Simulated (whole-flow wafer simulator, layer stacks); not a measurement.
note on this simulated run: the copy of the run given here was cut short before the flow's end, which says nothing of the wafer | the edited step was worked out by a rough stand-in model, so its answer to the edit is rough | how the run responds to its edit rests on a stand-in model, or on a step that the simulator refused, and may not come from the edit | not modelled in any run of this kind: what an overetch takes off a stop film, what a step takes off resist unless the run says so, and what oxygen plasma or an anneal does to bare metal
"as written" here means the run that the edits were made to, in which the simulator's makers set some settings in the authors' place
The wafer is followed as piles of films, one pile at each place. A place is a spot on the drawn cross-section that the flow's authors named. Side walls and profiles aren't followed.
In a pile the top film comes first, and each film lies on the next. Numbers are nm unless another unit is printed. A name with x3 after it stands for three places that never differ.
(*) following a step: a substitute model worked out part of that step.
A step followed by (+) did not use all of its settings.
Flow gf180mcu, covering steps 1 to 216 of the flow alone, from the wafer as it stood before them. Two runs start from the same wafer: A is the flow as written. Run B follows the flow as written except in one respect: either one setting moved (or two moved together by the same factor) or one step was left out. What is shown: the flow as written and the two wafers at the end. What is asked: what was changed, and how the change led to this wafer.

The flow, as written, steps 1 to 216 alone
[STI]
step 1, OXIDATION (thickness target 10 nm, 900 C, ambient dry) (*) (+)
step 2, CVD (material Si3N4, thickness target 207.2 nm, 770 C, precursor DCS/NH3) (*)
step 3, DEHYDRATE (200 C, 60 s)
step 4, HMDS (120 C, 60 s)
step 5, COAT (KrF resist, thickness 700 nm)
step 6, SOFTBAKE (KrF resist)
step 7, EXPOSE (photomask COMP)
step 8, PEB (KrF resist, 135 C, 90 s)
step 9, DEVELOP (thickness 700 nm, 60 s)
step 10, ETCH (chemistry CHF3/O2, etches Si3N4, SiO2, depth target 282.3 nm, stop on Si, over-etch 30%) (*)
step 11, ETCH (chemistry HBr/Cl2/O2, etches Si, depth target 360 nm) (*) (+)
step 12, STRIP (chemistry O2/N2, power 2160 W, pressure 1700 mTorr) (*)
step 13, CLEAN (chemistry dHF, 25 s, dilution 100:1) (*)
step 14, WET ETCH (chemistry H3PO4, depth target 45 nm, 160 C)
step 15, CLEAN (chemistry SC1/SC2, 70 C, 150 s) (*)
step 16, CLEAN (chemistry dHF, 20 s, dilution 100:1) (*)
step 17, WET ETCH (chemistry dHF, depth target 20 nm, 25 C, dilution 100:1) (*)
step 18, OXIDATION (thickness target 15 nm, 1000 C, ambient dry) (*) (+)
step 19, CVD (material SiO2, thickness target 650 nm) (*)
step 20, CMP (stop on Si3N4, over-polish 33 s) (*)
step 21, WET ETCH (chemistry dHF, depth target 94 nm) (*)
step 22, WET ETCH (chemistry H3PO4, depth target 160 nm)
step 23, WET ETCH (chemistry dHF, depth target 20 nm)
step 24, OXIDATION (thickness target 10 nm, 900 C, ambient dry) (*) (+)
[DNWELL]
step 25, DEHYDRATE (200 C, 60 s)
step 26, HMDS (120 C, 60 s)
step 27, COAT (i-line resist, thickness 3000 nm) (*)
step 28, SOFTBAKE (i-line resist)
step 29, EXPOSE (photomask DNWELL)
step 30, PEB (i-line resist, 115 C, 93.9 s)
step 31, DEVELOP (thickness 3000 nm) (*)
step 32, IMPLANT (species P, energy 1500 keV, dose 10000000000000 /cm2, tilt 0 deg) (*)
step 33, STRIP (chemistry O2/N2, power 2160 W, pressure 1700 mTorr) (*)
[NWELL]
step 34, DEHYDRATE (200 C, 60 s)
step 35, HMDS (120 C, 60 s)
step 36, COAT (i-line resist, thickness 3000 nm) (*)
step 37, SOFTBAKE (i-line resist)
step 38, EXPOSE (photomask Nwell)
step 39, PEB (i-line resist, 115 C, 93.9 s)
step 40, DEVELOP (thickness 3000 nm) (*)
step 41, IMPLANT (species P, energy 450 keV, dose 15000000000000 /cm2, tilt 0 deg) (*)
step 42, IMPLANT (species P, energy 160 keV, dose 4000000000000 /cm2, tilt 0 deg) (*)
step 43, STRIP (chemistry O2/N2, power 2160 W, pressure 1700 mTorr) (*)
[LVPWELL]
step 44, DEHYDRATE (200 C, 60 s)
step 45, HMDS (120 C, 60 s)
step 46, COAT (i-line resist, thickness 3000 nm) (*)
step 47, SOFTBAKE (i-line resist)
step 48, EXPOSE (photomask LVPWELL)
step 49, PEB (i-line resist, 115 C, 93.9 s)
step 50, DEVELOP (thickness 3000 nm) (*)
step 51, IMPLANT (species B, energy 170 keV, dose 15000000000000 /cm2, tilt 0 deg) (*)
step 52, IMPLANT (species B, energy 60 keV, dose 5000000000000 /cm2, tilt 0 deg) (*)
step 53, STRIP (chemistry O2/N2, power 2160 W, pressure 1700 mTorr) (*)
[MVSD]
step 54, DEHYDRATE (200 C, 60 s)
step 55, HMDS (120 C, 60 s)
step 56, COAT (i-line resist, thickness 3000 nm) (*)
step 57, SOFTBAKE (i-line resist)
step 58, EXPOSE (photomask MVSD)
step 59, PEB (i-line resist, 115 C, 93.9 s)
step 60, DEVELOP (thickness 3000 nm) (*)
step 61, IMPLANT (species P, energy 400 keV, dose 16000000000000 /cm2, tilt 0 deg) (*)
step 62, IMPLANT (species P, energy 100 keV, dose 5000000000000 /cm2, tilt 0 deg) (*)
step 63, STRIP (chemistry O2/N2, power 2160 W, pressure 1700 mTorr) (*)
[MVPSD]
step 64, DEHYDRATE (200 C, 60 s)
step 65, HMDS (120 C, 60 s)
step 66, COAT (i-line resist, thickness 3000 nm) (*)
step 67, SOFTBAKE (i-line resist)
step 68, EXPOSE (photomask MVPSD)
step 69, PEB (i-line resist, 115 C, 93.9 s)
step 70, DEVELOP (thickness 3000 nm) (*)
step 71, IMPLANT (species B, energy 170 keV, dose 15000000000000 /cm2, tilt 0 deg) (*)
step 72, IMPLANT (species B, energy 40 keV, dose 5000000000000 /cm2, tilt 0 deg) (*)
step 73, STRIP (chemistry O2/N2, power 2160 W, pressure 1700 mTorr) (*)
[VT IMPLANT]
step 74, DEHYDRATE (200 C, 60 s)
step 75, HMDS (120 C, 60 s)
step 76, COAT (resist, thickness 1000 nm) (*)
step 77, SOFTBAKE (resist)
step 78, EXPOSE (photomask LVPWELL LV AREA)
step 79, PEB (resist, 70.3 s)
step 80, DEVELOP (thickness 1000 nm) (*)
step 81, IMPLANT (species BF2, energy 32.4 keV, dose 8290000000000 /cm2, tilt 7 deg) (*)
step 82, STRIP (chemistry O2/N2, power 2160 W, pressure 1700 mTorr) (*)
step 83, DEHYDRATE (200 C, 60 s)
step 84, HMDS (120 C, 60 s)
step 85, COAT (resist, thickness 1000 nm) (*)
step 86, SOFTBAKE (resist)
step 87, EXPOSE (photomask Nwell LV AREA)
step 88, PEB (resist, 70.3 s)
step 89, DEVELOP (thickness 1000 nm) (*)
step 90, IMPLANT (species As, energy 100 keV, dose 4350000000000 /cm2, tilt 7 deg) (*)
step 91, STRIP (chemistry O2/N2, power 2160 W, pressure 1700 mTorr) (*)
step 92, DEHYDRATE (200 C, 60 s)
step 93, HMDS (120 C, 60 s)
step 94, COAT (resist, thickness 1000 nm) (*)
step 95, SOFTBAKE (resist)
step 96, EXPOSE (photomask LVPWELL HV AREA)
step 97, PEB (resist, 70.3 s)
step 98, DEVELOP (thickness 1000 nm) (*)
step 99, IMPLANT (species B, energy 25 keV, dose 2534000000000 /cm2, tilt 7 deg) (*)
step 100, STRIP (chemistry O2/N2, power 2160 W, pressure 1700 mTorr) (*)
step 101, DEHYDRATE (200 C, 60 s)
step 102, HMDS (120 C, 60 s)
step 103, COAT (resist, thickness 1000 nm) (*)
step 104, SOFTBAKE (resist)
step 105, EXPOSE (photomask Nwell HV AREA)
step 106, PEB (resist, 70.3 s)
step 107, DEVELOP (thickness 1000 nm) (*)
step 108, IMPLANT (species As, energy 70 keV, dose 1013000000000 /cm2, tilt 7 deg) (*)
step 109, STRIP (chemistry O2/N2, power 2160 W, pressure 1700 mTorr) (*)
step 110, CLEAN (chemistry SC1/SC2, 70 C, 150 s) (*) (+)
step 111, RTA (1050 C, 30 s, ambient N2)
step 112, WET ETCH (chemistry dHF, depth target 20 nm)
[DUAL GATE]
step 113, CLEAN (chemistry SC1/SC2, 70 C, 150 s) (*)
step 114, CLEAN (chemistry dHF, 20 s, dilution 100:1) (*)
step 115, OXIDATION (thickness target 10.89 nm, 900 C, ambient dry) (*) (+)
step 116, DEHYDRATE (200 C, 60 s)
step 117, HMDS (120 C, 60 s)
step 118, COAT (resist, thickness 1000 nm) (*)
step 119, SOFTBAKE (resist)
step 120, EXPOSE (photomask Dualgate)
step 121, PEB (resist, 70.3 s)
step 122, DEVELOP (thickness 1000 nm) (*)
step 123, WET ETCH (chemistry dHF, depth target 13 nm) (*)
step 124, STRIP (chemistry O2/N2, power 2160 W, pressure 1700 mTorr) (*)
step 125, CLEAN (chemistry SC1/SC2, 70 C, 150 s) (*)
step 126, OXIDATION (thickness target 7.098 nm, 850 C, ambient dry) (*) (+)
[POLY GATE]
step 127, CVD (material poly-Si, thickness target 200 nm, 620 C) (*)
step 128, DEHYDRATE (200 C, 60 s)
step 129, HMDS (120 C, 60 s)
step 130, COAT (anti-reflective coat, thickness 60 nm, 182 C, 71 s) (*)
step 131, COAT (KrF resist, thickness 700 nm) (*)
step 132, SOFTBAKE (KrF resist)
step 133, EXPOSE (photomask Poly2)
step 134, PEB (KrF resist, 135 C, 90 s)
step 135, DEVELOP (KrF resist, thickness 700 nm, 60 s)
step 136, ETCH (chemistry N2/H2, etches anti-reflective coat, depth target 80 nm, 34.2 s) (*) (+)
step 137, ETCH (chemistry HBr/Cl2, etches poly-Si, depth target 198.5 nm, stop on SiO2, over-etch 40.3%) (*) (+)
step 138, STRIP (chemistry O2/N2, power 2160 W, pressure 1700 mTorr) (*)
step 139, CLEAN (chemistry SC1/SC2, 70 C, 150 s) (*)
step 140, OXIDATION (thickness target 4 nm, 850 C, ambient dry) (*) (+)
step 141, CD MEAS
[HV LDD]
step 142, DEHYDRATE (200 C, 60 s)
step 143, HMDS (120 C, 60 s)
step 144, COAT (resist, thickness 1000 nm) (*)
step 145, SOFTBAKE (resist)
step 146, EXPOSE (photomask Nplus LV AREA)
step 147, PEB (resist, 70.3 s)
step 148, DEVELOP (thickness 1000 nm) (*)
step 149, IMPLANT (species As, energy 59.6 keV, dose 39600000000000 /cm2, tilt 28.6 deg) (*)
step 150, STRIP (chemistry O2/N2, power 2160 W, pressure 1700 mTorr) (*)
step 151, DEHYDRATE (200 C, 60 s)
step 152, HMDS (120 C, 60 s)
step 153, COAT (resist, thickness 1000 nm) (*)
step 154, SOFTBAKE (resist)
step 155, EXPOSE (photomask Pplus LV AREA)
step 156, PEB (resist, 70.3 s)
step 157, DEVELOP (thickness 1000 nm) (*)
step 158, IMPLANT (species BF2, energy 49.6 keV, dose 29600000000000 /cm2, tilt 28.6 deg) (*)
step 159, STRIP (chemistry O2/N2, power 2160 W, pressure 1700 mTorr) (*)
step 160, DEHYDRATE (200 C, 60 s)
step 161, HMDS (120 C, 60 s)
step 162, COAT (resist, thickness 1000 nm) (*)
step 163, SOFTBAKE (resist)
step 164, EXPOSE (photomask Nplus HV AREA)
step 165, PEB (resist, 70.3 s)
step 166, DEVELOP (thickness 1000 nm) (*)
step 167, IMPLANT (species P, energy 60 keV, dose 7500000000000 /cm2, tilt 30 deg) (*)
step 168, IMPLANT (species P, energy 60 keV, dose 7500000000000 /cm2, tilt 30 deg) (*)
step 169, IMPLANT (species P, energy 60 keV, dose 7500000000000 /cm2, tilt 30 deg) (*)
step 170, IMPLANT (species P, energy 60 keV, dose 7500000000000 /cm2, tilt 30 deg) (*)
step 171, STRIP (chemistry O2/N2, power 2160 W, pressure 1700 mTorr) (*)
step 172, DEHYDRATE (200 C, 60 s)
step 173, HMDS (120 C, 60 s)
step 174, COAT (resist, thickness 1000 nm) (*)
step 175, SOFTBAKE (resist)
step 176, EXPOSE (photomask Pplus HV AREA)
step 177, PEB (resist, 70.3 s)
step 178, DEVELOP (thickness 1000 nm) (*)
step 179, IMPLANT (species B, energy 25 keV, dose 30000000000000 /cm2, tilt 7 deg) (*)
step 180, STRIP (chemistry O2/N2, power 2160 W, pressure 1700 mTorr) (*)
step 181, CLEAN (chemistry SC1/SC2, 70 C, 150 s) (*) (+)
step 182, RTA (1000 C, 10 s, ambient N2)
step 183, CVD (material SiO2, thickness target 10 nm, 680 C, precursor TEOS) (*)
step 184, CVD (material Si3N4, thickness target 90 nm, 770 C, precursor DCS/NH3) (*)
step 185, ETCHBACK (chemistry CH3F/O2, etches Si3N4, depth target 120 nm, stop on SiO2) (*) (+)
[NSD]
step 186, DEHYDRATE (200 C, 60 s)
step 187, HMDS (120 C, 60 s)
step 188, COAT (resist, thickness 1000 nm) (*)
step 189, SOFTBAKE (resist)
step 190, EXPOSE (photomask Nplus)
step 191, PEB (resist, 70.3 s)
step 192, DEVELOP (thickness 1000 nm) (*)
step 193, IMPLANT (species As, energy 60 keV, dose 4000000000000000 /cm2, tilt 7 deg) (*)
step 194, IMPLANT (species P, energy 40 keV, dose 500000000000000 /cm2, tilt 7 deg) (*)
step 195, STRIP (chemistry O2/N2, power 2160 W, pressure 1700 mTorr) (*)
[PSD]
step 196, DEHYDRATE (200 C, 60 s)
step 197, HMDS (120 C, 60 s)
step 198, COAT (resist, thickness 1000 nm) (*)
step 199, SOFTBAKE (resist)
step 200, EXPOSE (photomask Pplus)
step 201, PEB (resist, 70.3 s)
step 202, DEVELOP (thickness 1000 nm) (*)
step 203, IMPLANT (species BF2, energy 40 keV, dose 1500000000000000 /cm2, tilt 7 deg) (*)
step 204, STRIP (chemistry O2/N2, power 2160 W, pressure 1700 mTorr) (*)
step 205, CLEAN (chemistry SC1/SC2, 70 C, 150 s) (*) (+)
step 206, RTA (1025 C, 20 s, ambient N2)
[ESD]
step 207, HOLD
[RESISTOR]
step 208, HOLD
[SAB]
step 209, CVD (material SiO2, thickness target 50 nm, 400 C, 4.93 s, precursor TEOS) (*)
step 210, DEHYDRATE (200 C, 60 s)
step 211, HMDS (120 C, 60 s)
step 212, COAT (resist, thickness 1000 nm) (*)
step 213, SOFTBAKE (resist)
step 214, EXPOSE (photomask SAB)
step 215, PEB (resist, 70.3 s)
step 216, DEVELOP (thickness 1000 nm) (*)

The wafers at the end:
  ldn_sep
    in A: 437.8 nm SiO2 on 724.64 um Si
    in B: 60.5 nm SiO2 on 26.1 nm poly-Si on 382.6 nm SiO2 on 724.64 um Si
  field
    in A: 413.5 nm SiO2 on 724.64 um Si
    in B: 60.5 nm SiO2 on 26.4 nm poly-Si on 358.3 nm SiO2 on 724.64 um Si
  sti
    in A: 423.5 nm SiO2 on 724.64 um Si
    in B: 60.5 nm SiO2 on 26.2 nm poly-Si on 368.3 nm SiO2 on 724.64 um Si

The reason: step 127, CVD: thickness target 308 nm was run, whereas the flow has thickness target 200 nm.

Step by step, how the change led to this:
  step 127, CVD (material poly-Si, thickness target 200 nm, 620 C) (*)
      field, field__w1, field__w2 and 87 more: A +200 poly-Si (new film) | B +308 poly-Si (new film)
      ldn_drn, ldp_drn: A +200 poly-Si (new film) | B +308.1 poly-Si (new film)
  step 137, ETCH (chemistry HBr/Cl2, etches poly-Si, depth target 198.5 nm, stop on SiO2, over-etch 40.3%) (*) (+)
      field__w3, field__w12, field_sub and 14 more: A -199 poly-Si (all of it), -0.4 SiO2 | B -278.5 poly-Si
      field__w6, sti, m1 and 11 more: A -198.8 poly-Si (all of it), -0.4 SiO2 | B -278.5 poly-Si
      (as well as at 33 more places)
  step 138, STRIP (chemistry O2/N2, power 2160 W, pressure 1700 mTorr) (*)
      field, field__w1, field__w2 and 61 more: A nothing | B +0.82 chemical SiO2 (new film), -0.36 poly-Si
  step 139, CLEAN (chemistry SC1/SC2, 70 C, 150 s) (*)
      field, field__w1, field__w2 and 34 more: A -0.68 SiO2 | B -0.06 chemical SiO2, -0.27 poly-Si
  step 140, OXIDATION (thickness target 4 nm, 850 C, ambient dry) (*) (+)
      field, field__w1, field__w2 and 21 more: A +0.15 SiO2, -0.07 Si | B +4 SiO2 (new film), -0.76 chemical SiO2 (all of it), -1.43 poly-Si
      active_hv, active_nat, ld_sd_n and 11 more: A +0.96 SiO2, -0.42 Si | B +4 SiO2 (new film), -0.76 chemical SiO2 (all of it), -1.43 poly-Si
      (as well as at 26 more places)
  step 144, COAT (resist, thickness 1000 nm) (*)
      polyc_n, polyc_p: A +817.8 resist (new film) | B +753.9 resist (new film)
      field_sub__w4: A +1047.7 resist (new film) | B +1070.5 resist (new film)
      (as well as at 30 more places)
  step 145, SOFTBAKE (resist)
      active_hv: A +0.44 resist | B -1.47 resist
      nw_enc_fld_lv__w3: A +2.63 resist | B -1.65 resist
      (as well as at 73 more places)
  step 147, PEB (resist, 70.3 s)
      polyc_n, polyc_n_rim, polyc_p, polyc_p_rim: A -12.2 resist | B -11 resist
      ldn_ch, ldn_acc, ldp_ch, ldp_acc: A -13 resist | B -11.9 resist
      (as well as at 27 more places)
  step 148, DEVELOP (thickness 1000 nm) (*)
      gate: A -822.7 resist (all of it) | B -758.4 resist (all of it)
      npoly_u: A -821.5 resist (all of it) | B -759.2 resist (all of it)
      (as well as at 3 more places)
  step 150, STRIP (chemistry O2/N2, power 2160 W, pressure 1700 mTorr) (*)
      field_sub__w4: A -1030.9 resist (all of it) | B -1053.3 resist (all of it)
      gate_hv: A -824.2 resist (all of it) | B -763.6 resist (all of it)
      (as well as at 25 more places)
  step 153, COAT (resist, thickness 1000 nm) (*)
      polyc_n, polyc_p: A +817.8 resist (new film) | B +753.9 resist (new film)
      field_sub__w4: A +1047.7 resist (new film) | B +1070.5 resist (new film)
      (as well as at 30 more places)
  step 154, SOFTBAKE (resist)
      active_hv: A +0.44 resist | B -1.47 resist
      nw_enc_fld_lv__w3: A +2.63 resist | B -1.65 resist
      (as well as at 73 more places)
  step 156, PEB (resist, 70.3 s)
      polyc_n, polyc_n_rim, polyc_p, polyc_p_rim: A -12.2 resist | B -11 resist
      ldn_ch, ldn_acc, ldp_ch, ldp_acc: A -13 resist | B -11.9 resist
      (as well as at 27 more places)
  step 157, DEVELOP (thickness 1000 nm) (*)
      gate_p: A -828.7 resist (all of it) | B -765.8 resist (all of it)
      ppoly_u: A -827 resist (all of it) | B -767 resist (all of it)
      (as well as at 3 more places)
  step 159, STRIP (chemistry O2/N2, power 2160 W, pressure 1700 mTorr) (*)
      field_sub__w4: A -1030.9 resist (all of it) | B -1053.3 resist (all of it)
      gate: A -822.7 resist (all of it) | B -758.4 resist (all of it)
      (as well as at 25 more places)
  step 162, COAT (resist, thickness 1000 nm) (*)
      polyc_n, polyc_p: A +817.8 resist (new film) | B +753.9 resist (new film)
      field_sub__w4: A +1047.7 resist (new film) | B +1070.5 resist (new film)
      (as well as at 30 more places)
  ... 23 other steps ...
  step 216, DEVELOP (thickness 1000 nm) (*)
      field__w3, field__w12: A -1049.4 resist (all of it) | B -1072.8 resist (all of it)
      field__w2: A -1035.2 resist (all of it) | B -1059 resist (all of it)
      (as well as at 43 more places)
